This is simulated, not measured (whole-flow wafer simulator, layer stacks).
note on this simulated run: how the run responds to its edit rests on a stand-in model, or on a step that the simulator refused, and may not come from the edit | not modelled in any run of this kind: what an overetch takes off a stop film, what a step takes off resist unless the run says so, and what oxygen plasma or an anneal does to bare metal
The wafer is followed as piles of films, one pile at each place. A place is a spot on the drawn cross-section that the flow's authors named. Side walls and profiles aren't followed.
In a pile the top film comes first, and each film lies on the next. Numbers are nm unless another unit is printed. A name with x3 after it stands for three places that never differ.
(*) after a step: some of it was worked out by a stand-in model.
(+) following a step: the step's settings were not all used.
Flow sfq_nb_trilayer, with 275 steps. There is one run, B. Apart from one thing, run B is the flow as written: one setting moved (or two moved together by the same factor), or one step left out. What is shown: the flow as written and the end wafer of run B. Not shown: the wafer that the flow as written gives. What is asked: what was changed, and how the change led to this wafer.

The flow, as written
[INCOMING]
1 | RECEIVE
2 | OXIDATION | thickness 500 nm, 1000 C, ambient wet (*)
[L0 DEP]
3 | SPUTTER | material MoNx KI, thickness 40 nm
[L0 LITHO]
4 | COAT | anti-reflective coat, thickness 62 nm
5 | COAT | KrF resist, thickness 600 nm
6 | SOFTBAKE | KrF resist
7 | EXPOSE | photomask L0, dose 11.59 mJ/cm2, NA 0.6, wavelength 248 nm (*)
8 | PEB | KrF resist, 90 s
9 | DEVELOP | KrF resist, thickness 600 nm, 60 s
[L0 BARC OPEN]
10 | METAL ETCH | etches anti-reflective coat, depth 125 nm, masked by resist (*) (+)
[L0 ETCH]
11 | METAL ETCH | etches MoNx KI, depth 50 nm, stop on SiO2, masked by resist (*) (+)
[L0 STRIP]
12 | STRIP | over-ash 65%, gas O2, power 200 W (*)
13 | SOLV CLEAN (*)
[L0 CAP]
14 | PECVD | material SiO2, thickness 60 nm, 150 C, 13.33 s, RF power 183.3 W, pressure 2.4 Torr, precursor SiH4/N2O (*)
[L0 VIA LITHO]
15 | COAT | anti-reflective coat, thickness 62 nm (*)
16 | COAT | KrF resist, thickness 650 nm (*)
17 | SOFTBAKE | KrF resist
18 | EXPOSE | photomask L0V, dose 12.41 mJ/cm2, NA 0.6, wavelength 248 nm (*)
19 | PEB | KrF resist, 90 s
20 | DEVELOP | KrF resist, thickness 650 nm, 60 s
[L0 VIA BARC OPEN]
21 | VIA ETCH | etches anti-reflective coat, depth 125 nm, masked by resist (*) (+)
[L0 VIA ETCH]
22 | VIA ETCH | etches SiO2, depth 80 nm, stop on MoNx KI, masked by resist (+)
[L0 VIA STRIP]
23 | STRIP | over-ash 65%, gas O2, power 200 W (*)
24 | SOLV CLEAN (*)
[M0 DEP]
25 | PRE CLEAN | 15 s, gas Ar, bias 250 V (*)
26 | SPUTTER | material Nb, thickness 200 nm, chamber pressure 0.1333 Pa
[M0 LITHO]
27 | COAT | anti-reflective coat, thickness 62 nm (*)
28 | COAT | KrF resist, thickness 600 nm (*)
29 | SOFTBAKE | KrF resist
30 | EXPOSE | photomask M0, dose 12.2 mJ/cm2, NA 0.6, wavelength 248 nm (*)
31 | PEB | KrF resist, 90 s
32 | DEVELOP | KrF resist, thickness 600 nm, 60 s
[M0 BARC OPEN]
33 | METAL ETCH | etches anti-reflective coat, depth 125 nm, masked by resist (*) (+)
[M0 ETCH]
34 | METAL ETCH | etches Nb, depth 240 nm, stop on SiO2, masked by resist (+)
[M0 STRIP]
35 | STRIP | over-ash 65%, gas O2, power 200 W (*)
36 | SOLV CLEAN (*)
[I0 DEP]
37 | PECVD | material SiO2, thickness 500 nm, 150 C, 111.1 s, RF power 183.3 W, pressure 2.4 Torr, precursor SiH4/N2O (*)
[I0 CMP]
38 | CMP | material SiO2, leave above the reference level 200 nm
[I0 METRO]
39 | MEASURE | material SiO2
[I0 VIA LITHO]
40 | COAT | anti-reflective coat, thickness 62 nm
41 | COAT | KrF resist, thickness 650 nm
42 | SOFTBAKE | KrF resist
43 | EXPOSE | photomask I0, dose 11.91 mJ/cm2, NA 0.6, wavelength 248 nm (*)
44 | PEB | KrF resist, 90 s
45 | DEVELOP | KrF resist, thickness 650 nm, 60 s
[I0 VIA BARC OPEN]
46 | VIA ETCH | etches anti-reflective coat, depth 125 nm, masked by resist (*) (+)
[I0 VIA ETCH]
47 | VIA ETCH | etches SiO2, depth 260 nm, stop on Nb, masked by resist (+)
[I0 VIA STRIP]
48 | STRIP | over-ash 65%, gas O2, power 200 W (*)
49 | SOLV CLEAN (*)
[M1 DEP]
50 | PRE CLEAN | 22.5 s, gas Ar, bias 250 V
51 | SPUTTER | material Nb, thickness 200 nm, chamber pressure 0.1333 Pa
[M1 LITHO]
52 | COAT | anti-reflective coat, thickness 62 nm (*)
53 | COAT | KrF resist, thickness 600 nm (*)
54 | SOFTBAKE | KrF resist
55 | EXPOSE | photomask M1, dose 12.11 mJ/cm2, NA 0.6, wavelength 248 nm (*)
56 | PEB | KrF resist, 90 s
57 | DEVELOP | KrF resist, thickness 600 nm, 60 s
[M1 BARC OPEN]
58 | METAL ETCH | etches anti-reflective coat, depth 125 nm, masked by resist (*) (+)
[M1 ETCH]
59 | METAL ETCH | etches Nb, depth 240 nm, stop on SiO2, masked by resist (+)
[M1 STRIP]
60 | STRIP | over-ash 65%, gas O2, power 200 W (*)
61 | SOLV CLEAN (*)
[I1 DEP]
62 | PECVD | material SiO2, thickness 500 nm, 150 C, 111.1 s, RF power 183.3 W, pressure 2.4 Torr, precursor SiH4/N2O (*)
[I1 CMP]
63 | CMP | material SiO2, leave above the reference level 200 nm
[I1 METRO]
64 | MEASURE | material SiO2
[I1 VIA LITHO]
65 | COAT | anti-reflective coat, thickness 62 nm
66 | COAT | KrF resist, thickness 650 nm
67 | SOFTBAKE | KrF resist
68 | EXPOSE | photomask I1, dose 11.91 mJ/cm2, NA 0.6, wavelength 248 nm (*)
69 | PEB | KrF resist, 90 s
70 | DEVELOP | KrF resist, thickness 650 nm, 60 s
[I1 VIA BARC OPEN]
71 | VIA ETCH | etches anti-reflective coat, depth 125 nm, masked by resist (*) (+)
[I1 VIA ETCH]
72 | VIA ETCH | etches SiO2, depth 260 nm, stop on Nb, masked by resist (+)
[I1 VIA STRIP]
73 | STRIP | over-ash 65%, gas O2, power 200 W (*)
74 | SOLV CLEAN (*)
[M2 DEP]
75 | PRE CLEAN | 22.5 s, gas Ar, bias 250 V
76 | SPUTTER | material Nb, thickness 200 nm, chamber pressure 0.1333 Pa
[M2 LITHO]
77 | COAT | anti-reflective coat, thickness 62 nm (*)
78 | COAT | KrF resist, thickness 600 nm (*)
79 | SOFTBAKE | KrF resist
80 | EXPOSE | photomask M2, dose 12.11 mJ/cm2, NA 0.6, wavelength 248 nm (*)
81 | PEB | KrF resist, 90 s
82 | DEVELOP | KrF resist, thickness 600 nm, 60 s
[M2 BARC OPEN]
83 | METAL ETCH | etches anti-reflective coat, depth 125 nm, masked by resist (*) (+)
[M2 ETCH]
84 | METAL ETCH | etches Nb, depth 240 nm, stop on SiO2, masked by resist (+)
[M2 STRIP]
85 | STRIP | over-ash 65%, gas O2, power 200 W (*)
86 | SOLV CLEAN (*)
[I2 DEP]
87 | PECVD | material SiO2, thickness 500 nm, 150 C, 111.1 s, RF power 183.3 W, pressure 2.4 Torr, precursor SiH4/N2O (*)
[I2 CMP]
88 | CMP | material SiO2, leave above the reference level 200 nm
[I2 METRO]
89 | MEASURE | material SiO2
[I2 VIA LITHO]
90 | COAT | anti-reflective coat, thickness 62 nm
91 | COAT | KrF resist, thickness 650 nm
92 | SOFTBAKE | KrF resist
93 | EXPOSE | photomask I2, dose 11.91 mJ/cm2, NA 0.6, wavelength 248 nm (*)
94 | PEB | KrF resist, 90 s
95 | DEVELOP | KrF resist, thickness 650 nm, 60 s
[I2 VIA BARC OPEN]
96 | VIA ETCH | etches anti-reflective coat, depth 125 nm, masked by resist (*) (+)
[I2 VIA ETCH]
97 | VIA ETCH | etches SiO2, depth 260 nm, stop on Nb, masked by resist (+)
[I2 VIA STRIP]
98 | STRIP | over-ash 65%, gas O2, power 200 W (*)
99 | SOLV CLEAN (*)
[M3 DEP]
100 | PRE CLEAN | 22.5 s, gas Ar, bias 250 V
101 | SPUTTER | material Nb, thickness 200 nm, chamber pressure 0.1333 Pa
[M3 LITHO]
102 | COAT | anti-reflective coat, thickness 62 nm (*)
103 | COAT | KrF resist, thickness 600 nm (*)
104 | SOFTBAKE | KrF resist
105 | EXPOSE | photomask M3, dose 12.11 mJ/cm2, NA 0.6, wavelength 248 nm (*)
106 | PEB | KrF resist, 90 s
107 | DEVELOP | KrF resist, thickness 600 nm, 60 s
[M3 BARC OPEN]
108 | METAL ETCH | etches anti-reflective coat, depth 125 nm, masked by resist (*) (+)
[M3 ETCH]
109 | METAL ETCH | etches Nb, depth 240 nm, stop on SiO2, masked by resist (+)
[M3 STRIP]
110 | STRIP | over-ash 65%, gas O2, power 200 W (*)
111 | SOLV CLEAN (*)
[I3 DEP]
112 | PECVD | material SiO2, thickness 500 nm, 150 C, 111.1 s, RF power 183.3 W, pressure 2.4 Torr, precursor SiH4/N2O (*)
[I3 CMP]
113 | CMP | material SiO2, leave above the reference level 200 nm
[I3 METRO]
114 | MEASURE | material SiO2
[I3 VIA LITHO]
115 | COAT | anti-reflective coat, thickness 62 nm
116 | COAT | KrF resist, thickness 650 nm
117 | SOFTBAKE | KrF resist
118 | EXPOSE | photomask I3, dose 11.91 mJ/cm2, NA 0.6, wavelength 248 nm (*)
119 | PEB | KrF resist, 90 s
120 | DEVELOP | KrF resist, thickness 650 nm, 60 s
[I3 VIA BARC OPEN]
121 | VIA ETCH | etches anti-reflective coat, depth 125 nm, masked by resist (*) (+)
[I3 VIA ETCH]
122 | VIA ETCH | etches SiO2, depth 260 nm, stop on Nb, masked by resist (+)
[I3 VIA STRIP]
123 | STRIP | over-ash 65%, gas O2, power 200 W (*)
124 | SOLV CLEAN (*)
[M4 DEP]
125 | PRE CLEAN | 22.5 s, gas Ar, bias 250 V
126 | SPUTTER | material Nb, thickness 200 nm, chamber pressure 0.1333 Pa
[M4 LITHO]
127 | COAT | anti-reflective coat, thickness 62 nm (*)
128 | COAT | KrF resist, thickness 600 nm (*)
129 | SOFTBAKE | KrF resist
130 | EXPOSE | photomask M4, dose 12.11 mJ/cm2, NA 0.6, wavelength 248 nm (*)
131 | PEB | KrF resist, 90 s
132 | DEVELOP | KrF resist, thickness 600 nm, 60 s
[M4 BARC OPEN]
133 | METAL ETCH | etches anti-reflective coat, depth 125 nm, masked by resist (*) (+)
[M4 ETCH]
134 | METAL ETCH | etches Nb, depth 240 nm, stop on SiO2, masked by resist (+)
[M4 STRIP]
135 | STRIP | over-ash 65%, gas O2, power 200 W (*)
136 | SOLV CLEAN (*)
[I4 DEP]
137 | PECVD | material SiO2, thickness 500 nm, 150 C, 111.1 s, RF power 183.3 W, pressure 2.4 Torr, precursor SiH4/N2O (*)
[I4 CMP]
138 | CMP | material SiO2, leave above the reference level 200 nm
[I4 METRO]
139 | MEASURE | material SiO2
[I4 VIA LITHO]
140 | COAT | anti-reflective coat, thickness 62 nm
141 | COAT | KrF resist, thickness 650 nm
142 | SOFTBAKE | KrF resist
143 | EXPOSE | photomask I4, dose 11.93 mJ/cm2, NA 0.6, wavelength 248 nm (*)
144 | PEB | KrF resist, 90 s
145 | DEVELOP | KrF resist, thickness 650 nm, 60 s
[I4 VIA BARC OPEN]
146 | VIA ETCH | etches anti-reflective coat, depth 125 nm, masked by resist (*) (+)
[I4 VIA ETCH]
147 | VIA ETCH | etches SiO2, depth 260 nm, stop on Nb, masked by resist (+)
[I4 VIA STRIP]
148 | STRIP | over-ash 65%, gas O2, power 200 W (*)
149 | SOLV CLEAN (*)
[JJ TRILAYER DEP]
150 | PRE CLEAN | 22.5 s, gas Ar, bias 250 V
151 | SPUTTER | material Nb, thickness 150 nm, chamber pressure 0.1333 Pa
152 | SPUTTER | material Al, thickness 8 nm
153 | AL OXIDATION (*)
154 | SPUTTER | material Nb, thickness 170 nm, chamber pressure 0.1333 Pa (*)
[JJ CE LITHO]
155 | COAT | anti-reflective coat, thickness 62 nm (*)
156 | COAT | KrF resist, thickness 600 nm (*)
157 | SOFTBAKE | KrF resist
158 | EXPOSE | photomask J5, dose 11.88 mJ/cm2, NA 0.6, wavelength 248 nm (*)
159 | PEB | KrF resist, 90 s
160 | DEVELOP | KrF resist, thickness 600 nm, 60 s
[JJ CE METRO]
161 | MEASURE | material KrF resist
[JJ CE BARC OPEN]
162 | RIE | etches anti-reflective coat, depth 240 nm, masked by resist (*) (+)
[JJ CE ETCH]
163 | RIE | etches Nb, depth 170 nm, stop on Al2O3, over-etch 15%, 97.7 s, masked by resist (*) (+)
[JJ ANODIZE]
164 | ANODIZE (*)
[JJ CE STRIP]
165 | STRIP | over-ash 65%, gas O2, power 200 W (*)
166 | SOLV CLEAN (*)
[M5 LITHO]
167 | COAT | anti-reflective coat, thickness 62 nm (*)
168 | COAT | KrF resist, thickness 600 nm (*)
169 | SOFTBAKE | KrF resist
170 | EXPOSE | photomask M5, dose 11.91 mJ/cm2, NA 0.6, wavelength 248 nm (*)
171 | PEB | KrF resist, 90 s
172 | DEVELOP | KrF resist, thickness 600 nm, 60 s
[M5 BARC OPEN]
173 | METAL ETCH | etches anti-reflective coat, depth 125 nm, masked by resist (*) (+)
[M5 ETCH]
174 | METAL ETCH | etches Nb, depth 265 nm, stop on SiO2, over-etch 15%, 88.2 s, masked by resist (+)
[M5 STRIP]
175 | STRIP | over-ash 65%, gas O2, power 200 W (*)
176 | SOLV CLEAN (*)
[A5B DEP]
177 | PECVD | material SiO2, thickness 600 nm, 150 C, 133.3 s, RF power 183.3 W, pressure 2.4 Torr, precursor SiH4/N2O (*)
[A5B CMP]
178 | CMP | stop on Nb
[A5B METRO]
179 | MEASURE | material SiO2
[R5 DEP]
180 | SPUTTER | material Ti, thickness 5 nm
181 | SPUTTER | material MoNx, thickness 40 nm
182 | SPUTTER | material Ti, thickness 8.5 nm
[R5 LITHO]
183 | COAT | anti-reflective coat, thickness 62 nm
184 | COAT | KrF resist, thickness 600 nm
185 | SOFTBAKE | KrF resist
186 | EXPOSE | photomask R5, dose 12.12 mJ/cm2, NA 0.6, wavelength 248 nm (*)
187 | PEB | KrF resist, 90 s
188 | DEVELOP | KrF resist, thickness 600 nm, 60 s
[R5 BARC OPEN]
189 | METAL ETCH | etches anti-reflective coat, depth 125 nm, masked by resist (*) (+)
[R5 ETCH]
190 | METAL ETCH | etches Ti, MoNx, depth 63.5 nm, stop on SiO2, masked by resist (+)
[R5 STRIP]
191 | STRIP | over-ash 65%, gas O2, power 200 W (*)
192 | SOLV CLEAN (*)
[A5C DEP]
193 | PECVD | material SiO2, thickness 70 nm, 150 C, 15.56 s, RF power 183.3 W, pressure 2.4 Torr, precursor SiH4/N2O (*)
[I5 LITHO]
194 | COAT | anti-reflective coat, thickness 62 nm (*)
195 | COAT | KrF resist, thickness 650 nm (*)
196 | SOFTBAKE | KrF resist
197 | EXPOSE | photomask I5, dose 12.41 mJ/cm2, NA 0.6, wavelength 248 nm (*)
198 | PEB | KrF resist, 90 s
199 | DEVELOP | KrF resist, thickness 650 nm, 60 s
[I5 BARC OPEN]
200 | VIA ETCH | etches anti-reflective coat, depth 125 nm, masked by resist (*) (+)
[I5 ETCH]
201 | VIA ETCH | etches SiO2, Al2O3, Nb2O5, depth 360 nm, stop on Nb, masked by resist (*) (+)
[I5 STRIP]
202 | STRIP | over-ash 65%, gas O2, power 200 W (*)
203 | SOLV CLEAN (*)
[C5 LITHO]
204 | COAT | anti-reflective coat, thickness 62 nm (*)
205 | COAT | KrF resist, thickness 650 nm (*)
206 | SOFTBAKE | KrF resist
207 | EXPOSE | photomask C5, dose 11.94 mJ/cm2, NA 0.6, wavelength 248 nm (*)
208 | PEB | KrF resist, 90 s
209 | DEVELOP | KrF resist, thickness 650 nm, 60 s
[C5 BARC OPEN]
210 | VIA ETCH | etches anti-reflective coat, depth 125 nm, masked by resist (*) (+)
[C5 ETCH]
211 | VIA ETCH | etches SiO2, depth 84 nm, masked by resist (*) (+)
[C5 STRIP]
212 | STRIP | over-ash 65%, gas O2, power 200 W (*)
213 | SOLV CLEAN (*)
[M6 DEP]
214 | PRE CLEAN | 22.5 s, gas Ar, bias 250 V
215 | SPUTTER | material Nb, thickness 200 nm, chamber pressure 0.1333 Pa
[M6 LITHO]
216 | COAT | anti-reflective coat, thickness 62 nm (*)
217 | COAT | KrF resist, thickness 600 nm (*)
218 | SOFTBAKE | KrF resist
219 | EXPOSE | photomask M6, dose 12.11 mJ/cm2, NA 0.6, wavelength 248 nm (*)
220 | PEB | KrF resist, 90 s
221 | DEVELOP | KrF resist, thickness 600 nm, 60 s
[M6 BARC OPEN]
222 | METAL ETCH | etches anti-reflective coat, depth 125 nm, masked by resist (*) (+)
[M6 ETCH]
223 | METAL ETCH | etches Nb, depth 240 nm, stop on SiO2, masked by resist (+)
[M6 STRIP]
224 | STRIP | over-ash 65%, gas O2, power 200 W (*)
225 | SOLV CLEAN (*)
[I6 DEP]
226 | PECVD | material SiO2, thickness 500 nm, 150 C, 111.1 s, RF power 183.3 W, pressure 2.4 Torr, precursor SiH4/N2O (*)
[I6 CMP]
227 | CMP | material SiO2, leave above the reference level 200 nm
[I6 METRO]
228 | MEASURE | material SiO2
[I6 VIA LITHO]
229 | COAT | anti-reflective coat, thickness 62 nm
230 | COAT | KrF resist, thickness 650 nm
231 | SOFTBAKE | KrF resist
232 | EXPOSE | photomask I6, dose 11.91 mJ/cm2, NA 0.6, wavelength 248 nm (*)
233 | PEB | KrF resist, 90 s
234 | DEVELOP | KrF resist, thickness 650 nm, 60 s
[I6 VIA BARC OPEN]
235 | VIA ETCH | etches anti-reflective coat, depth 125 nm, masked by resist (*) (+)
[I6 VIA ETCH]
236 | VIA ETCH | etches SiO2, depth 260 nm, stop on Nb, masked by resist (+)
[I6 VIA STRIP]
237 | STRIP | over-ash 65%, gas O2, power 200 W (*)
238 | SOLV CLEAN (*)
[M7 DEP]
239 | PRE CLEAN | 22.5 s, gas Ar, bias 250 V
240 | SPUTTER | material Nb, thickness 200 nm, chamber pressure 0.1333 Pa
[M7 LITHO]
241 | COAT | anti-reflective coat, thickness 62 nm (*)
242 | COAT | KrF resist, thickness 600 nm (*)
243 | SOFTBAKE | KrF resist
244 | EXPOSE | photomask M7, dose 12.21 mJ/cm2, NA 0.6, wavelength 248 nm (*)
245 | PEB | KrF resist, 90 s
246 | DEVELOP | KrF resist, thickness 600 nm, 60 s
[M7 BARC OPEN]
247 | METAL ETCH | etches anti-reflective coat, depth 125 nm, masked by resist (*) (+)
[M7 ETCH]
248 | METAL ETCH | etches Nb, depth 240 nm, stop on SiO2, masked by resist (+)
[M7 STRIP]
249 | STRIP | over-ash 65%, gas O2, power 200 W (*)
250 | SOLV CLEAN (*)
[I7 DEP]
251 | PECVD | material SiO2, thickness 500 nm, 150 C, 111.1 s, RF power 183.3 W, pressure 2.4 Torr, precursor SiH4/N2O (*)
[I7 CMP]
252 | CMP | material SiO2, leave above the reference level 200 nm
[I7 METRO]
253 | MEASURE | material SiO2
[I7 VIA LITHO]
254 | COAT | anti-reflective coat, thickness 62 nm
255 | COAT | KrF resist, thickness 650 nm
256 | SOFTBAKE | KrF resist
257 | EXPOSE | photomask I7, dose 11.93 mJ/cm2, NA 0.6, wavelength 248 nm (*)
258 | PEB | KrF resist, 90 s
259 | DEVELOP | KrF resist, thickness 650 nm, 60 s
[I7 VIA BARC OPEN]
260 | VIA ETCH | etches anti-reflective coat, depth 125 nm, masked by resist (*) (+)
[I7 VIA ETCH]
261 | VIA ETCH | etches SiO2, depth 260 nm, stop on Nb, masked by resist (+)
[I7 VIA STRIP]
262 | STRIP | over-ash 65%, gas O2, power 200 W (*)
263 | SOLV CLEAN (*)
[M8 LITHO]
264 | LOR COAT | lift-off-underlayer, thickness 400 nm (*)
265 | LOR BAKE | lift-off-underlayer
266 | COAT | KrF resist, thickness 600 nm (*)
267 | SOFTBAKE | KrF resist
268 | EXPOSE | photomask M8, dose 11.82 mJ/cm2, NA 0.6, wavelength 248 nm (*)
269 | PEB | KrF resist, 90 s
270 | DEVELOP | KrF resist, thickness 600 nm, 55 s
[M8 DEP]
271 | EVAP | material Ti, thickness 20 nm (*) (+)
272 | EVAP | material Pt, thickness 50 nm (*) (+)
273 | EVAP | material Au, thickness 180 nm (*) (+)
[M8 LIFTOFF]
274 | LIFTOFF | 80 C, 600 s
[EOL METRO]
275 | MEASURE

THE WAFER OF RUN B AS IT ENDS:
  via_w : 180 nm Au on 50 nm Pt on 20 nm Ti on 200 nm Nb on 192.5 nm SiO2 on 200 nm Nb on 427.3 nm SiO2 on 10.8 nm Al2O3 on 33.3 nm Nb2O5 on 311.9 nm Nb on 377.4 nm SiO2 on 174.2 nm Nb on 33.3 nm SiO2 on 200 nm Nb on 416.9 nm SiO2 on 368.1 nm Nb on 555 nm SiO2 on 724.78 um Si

What caused this: step 97, VIA ETCH: depth 159 nm was run, whereas the flow has depth 260 nm.

Step by step, how the change led to this:
  97 | VIA ETCH | etches SiO2, depth 260 nm, stop on Nb, masked by resist (+)
      via_w: SiO2 loses 159 (it would be, as written: SiO2 loses 199.8 (all of it))
      field_l, v_sur, via_wl and 102 more: KrF resist loses 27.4 (it would be, as written: KrF resist loses 44.8)
  98 | STRIP | over-ash 65%, gas O2, power 200 W (*)
      field_l, v_sur, via_wl and 102 more: KrF resist loses 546 (all of it), anti-reflective coat loses 62 (all of it) (it would be, as written: KrF resist loses 528.6 (all of it), anti-reflective coat loses 62 (all of it))
  100 | PRE CLEAN | 22.5 s, gas Ar, bias 250 V
      via_w: SiO2 loses 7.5 (it would be, as written: Nb loses 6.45)
  101 | SPUTTER | material Nb, thickness 200 nm, chamber pressure 0.1333 Pa
      via_w: Nb gains 174.2 (new film) (it would be, as written: Nb gains 165.5)
  102 | COAT | anti-reflective coat, thickness 62 nm (*)
      via_wl: anti-reflective coat gains 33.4 (new film) (it would be, as written: anti-reflective coat gains 34.2 (new film))
      via_w: anti-reflective coat gains 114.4 (new film) (it would be, as written: anti-reflective coat gains 124.8 (new film))
  103 | COAT | KrF resist, thickness 600 nm (*)
      via_w: KrF resist gains 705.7 (new film) (it would be, as written: KrF resist gains 737.9 (new film))
  110 | STRIP | over-ash 65%, gas O2, power 200 W (*)
      via_wl: KrF resist loses 389.5 (all of it), anti-reflective coat loses 33.4 (all of it) (it would be, as written: KrF resist loses 384.2 (all of it), anti-reflective coat loses 34.2 (all of it))
      via_w: KrF resist loses 487.8 (all of it), anti-reflective coat loses 114.4 (all of it) (it would be, as written: KrF resist loses 520 (all of it), anti-reflective coat loses 124.8 (all of it))
  112 | PECVD | material SiO2, thickness 500 nm, 150 C, 111.1 s, RF power 183.3 W, pressure 2.4 Torr, precursor SiH4/N2O (*)
      via_w: SiO2 gains 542 (new film) (it would be, as written: SiO2 gains 615 (new film))
  113 | CMP | material SiO2, leave above the reference level 200 nm
      via_w: SiO2 loses 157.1 (it would be, as written: SiO2 loses 181.6)
Taking metal films that touch as one body, via_w has 6 bodies (between them, from the top down: SiO2 192.5; SiO2 427.3 / Al2O3 10.8 / Nb2O5 33.3; SiO2 377.4; SiO2 33.3; SiO2 416.9); the flow as written gives 5 bodies (between them, from the top down: SiO2 192.5; SiO2 427.3 / Al2O3 10.8 / Nb2O5 33.3; SiO2 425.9; SiO2 416.9).
